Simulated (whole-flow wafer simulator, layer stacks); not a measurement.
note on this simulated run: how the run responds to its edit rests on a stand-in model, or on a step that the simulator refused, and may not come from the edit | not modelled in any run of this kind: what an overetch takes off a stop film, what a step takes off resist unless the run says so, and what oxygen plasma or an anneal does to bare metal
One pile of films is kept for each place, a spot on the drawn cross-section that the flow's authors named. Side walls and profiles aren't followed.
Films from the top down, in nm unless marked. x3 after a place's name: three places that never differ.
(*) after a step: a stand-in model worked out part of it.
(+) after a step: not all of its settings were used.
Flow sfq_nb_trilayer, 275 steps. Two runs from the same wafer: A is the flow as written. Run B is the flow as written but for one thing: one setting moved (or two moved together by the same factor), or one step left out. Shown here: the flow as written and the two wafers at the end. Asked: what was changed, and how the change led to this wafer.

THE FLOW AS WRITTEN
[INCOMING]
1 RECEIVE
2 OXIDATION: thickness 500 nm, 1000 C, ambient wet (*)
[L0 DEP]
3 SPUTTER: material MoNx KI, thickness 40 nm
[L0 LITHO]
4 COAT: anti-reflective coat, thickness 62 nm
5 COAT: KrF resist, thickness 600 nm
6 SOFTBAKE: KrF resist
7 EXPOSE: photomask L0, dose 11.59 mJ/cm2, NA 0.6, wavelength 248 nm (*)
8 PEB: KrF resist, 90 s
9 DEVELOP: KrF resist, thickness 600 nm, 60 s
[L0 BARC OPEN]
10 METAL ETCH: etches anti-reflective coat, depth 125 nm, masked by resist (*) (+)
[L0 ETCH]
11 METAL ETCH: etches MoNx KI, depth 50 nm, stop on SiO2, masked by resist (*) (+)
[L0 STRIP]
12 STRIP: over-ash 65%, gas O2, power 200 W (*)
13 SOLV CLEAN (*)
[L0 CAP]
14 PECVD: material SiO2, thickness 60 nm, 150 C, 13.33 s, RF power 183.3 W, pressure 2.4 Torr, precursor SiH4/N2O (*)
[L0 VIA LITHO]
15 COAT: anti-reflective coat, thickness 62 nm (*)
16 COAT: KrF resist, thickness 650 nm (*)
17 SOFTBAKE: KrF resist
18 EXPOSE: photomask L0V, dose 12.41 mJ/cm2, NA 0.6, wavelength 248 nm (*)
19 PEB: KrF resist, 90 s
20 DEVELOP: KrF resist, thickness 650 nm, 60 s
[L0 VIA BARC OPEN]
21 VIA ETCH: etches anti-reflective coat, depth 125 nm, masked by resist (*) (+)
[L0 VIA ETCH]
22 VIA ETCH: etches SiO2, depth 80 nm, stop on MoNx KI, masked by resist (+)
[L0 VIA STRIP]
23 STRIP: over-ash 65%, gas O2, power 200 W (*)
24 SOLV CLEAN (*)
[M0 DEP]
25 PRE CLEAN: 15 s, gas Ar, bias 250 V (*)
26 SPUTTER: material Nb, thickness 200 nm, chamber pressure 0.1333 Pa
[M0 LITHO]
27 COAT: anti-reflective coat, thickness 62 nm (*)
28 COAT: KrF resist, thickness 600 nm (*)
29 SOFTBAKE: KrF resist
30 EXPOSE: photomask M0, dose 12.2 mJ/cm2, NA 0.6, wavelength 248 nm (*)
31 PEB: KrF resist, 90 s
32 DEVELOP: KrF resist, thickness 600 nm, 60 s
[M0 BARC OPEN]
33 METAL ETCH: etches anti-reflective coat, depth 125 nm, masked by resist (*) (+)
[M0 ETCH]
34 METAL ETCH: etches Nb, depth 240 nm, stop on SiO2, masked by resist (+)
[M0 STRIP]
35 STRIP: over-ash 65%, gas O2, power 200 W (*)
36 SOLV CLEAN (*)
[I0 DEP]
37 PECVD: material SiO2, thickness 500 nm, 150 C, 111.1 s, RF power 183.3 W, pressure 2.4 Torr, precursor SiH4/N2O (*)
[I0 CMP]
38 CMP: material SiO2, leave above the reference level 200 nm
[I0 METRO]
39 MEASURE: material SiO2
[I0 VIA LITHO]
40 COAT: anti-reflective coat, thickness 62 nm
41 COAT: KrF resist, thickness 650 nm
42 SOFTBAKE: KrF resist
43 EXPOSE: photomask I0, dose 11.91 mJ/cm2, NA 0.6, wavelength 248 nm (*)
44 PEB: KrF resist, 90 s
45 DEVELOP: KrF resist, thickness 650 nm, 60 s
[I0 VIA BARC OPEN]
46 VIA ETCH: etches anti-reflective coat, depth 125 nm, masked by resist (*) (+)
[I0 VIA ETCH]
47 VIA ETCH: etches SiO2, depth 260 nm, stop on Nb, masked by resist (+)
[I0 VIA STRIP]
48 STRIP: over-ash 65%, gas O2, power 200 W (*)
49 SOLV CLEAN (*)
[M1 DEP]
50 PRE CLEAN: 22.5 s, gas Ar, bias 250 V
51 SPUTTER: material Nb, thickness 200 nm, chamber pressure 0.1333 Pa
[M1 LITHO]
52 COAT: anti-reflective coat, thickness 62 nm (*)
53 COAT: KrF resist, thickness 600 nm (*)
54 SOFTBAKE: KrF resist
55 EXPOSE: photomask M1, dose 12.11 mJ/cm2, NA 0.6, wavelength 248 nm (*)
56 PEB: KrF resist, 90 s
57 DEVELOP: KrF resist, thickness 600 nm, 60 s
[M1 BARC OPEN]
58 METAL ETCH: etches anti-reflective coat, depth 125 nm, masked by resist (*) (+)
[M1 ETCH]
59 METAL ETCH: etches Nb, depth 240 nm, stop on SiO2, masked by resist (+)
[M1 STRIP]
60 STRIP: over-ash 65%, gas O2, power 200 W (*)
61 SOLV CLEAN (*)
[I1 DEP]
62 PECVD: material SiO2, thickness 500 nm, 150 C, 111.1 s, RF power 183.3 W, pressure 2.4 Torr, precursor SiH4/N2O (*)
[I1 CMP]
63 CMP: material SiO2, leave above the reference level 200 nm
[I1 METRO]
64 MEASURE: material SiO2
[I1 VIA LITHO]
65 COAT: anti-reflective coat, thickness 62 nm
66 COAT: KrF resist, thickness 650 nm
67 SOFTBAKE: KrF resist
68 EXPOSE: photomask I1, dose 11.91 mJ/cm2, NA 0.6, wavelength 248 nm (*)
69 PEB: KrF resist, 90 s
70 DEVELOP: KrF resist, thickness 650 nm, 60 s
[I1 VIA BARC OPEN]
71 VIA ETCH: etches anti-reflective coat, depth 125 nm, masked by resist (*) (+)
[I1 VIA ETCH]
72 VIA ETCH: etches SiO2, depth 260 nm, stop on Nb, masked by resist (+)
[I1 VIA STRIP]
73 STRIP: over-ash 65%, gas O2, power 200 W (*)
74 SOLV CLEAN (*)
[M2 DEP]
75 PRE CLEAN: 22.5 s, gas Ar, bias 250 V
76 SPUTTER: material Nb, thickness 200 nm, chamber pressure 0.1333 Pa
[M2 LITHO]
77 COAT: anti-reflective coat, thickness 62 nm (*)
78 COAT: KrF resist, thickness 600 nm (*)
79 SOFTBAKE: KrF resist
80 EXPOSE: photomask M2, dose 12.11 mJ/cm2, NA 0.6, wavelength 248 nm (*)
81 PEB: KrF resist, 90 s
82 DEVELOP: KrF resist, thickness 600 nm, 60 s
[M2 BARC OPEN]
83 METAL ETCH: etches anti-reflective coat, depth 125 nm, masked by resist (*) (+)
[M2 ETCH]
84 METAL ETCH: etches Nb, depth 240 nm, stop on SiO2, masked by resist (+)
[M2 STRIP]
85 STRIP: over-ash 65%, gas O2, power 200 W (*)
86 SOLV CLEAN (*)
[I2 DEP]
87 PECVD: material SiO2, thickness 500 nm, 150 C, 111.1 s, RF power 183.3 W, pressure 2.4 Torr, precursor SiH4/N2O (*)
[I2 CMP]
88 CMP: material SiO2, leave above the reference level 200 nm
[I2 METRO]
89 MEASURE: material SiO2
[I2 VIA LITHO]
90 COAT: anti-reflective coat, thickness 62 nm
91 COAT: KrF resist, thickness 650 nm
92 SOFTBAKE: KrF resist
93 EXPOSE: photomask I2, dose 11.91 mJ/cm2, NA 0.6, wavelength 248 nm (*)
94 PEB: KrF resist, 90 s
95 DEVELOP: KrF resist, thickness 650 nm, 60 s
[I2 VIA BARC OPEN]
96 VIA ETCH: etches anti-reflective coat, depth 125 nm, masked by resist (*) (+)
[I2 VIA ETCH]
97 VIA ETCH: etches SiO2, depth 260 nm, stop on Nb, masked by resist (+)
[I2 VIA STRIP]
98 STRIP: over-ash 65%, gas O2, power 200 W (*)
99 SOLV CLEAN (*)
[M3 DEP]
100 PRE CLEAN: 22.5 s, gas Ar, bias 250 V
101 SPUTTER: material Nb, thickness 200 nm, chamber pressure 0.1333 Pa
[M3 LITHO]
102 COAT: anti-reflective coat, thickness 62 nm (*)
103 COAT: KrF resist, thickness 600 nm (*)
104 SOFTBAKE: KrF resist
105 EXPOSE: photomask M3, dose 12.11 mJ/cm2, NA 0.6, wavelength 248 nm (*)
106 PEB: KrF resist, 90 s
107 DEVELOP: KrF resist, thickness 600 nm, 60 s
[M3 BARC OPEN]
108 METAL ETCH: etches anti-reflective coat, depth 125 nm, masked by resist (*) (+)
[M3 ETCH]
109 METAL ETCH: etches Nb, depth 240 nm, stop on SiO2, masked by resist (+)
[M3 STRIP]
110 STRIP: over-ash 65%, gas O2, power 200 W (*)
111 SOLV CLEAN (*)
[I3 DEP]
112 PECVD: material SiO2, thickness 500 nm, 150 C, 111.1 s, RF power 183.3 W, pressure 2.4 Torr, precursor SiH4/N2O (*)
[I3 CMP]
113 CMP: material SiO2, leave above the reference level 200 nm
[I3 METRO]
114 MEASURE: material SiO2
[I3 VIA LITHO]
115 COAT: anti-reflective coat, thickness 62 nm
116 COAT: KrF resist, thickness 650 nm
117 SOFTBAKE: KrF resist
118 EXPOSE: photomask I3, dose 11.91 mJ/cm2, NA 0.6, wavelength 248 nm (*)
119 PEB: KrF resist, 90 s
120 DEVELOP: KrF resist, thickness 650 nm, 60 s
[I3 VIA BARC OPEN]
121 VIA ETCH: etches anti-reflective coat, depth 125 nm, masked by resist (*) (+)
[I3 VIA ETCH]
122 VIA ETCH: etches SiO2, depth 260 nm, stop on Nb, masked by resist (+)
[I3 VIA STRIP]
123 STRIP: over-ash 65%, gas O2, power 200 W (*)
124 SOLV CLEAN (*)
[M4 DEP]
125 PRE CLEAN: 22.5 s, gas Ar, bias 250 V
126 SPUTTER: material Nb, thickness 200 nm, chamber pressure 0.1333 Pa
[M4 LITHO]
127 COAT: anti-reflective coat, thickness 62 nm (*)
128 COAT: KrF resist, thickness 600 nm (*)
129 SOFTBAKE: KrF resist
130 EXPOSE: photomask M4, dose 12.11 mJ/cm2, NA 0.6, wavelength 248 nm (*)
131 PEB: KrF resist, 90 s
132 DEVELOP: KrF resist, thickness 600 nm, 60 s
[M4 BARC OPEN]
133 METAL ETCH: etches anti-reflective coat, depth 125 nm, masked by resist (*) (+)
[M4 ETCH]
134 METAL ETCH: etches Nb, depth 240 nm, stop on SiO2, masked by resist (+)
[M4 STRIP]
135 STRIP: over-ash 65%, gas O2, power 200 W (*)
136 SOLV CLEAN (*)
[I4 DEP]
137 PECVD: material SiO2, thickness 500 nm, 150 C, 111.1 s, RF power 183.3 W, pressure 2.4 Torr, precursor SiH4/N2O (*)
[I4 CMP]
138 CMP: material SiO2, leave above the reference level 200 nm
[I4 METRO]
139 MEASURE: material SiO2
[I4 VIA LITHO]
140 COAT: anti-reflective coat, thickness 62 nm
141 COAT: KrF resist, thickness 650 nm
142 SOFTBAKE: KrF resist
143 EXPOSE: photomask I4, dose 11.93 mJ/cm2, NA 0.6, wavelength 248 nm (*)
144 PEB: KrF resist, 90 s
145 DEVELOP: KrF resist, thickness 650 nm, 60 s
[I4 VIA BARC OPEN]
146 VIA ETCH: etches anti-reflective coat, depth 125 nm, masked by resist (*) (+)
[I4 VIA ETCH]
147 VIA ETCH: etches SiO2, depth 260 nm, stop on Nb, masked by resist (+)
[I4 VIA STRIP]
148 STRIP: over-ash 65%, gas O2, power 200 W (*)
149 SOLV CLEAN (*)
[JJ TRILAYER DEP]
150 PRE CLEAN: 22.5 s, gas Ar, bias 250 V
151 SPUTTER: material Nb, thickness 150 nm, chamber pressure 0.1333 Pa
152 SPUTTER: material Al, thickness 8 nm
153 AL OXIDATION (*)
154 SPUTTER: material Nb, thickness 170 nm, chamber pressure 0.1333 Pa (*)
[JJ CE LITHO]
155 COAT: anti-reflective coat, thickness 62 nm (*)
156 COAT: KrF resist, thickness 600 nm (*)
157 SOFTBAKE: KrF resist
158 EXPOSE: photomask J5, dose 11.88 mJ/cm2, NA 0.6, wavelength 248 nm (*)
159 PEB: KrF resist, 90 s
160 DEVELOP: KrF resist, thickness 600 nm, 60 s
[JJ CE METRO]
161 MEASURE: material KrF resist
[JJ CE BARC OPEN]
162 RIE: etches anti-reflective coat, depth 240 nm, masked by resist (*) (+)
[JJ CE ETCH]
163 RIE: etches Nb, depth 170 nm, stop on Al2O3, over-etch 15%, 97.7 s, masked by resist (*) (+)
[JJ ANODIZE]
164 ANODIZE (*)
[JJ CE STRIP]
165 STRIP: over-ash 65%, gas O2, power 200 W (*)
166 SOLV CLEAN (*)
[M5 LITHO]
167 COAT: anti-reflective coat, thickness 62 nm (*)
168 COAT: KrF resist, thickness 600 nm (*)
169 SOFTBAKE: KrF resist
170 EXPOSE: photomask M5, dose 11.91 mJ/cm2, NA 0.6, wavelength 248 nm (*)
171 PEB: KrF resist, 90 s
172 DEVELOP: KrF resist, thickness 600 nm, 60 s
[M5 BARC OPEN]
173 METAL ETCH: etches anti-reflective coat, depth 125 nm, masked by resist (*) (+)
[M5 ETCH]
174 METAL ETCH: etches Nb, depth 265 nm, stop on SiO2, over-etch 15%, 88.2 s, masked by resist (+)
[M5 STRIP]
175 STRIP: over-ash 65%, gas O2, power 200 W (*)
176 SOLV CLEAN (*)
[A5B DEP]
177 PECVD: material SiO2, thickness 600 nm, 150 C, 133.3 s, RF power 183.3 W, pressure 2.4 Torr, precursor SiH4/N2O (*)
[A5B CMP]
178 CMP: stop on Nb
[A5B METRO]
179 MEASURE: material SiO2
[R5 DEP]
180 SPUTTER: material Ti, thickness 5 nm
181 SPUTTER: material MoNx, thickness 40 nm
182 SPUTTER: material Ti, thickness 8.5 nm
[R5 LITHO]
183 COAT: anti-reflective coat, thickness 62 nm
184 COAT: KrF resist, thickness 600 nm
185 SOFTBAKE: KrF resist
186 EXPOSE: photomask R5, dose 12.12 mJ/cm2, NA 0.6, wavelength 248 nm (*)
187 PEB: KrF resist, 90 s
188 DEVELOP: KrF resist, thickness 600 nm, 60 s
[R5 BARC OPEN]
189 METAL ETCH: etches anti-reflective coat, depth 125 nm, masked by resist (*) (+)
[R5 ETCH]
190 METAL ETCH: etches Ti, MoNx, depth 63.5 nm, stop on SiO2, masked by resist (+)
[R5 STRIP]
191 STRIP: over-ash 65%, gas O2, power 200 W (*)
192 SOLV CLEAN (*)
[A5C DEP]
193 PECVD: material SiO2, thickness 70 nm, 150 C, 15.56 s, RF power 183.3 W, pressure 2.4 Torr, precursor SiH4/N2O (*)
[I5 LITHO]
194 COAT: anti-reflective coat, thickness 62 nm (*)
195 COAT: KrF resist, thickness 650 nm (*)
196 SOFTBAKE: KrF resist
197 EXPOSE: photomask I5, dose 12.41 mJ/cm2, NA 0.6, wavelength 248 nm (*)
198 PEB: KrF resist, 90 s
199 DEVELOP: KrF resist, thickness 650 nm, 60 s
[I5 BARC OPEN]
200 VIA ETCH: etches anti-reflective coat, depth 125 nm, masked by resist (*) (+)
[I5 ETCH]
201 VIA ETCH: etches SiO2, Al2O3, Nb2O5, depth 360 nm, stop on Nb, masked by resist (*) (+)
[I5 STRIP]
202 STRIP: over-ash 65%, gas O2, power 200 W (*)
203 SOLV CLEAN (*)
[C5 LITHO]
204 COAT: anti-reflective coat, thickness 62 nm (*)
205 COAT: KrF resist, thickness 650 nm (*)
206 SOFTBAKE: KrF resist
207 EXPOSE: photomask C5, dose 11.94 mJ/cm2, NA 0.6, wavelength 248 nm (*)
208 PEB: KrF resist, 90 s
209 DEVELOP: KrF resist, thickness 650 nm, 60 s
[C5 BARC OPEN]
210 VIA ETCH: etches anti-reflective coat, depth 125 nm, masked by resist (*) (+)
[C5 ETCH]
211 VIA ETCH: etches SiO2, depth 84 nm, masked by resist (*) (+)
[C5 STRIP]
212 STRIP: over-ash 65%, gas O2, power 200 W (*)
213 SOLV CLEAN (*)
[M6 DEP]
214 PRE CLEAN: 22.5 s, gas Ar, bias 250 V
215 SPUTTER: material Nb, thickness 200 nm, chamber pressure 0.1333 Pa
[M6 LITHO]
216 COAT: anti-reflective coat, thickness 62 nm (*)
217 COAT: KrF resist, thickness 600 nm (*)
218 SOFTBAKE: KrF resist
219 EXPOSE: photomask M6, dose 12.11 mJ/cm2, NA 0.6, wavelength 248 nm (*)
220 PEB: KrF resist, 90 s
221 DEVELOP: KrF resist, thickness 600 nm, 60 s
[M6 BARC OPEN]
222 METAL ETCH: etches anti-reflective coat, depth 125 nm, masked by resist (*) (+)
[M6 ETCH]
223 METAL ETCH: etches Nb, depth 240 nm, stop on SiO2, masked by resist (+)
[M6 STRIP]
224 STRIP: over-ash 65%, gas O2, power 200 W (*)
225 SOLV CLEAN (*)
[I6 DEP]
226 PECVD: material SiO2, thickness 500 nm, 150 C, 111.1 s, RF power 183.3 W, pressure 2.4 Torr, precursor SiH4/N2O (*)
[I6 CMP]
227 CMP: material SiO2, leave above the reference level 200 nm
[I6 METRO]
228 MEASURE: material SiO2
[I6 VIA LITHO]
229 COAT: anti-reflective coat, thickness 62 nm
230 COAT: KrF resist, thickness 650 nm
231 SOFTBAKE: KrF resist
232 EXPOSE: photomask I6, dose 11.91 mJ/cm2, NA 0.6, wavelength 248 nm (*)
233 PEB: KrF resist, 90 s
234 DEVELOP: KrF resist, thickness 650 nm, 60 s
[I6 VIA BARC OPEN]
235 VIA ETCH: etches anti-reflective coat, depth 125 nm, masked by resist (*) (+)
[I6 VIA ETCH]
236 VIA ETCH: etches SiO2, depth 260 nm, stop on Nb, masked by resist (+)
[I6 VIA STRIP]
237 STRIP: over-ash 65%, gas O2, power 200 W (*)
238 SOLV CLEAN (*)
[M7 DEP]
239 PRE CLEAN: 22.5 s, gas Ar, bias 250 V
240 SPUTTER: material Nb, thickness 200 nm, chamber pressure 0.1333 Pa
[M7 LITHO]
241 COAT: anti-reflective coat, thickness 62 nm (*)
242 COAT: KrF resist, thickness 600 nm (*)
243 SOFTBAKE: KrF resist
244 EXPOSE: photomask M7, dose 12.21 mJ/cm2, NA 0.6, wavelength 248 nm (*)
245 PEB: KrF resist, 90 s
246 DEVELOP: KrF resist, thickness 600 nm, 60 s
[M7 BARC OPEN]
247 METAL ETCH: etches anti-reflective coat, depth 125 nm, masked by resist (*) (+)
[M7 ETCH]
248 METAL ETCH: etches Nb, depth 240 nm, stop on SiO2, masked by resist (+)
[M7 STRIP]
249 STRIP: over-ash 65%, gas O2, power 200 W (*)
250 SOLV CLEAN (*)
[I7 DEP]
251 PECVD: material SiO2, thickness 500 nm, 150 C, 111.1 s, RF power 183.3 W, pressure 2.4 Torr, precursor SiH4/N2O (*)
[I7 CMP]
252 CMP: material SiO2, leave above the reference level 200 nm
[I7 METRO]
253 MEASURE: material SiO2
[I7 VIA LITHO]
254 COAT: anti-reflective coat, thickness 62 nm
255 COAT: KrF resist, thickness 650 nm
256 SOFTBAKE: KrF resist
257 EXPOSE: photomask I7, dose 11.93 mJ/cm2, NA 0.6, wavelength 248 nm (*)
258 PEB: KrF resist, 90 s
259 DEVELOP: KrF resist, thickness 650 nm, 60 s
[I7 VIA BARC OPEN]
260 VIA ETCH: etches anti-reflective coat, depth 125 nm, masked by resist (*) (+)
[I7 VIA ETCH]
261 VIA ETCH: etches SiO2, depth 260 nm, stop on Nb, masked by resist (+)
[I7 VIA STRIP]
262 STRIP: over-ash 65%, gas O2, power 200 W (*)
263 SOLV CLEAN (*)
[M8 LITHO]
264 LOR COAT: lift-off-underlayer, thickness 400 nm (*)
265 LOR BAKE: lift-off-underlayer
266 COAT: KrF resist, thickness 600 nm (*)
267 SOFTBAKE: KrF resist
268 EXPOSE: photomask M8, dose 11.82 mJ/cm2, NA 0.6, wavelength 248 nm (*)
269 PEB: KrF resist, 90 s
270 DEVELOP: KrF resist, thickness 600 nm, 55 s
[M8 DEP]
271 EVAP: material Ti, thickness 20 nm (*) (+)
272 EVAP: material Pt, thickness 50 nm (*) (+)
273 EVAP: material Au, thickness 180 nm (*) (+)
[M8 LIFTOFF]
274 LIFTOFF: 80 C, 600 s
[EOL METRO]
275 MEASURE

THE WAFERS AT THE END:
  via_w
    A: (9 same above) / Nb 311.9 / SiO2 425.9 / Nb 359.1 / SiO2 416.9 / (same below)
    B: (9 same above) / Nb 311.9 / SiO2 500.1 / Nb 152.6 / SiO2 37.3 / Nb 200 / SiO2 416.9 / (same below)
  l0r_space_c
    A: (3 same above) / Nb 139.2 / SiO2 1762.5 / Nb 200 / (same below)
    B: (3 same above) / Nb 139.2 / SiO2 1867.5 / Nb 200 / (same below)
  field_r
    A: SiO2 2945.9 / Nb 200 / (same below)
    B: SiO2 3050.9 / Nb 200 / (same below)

The cause: step 88, CMP: leave above the reference level 305 nm was run, where the flow has leave above the reference level 200 nm.

How the change led to this, step by step:
  88 CMP: material SiO2, leave above the reference level 200 nm
      field_l, be, be_sur and 81 more: A SiO2 -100 | B nothing
      v_sur, via_wl, via_w and 18 more: A SiO2 -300 | B SiO2 -195
      (and at 1 more place)
  90 COAT: anti-reflective coat, thickness 62 nm
      m5r_linepad_l, m5r_linepad_r: A anti-reflective coat +62 (new film) | B anti-reflective coat +64 (new film)
      r5r_spacepad_l, r5r_spacepad_r: A anti-reflective coat +62 (new film) | B anti-reflective coat +64.1 (new film)
      (and at 2 more places)
  97 VIA ETCH: etches SiO2, depth 260 nm, stop on Nb, masked by resist (+)
      via_w: A SiO2 -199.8 (all of it) | B SiO2 -260
  98 STRIP: over-ash 65%, gas O2, power 200 W (*)
      m5r_linepad_l, m5r_linepad_r: A KrF resist -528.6 (all of it), anti-reflective coat -62 (all of it) | B KrF resist -528 (all of it), anti-reflective coat -64 (all of it)
      r5r_spacepad_l, r5r_spacepad_r: A KrF resist -528.6 (all of it), anti-reflective coat -62 (all of it) | B KrF resist -528.2 (all of it), anti-reflective coat -64.1 (all of it)
      (and at 2 more places)
  100 PRE CLEAN: 22.5 s, gas Ar, bias 250 V
      via_w: A Nb -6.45 | B SiO2 -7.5
  101 SPUTTER: material Nb, thickness 200 nm, chamber pressure 0.1333 Pa
      via_w: A Nb +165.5 | B Nb +152.6 (new film)
  102 COAT: anti-reflective coat, thickness 62 nm (*)
      via_wl, via_wr: A anti-reflective coat +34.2 (new film) | B anti-reflective coat +22.9 (new film)
      m5r_linepad_l, m5r_linepad_r: A anti-reflective coat +62 (new film) | B anti-reflective coat +63.8 (new film)
      (and at 8 more places)
  103 COAT: KrF resist, thickness 600 nm (*)
      via_w: A KrF resist +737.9 (new film) | B KrF resist +792.7 (new film)
  108 METAL ETCH: etches anti-reflective coat, depth 125 nm, masked by resist (*) (+)
      m5r_linepad_l, m5r_linepad_r: A anti-reflective coat -62 (all of it) | B anti-reflective coat -63.8 (all of it)
      r5r_spacepad_l, r5r_spacepad_r: A anti-reflective coat -62 (all of it) | B anti-reflective coat -63.9 (all of it)
      (and at 2 more places)
  110 STRIP: over-ash 65%, gas O2, power 200 W (*)
      v_sur: A KrF resist -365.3 (all of it), anti-reflective coat -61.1 (all of it) | B KrF resist -360.5 (all of it), anti-reflective coat -54.7 (all of it)
      via_wl: A KrF resist -384.2 (all of it), anti-reflective coat -34.2 (all of it) | B KrF resist -381.4 (all of it), anti-reflective coat -22.9 (all of it)
      (and at 4 more places)
  112 PECVD: material SiO2, thickness 500 nm, 150 C, 111.1 s, RF power 183.3 W, pressure 2.4 Torr, precursor SiH4/N2O (*)
      via_w: A SiO2 +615 (new film) | B SiO2 +664.6 (new film)
  113 CMP: material SiO2, leave above the reference level 200 nm
      field_l, be, be_sur and 64 more: A SiO2 -100 | B SiO2 -95
      p4_g1, p4_g2, p3_s0, p3_s1, p3_s2, p3_s3, p3_s4, p3_s5: A SiO2 -157.1 | B SiO2 -152.1
      (and at 1 more place)
Counting metal films that touch as one body, via_w has 6 bodies (between them, from the top down: SiO2 192.5; SiO2 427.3 / Al2O3 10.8 / Nb2O5 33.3; SiO2 500.1; SiO2 37.3; SiO2 416.9); the flow as written gives 5 bodies (between them, from the top down: SiO2 192.5; SiO2 427.3 / Al2O3 10.8 / Nb2O5 33.3; SiO2 425.9; SiO2 416.9).
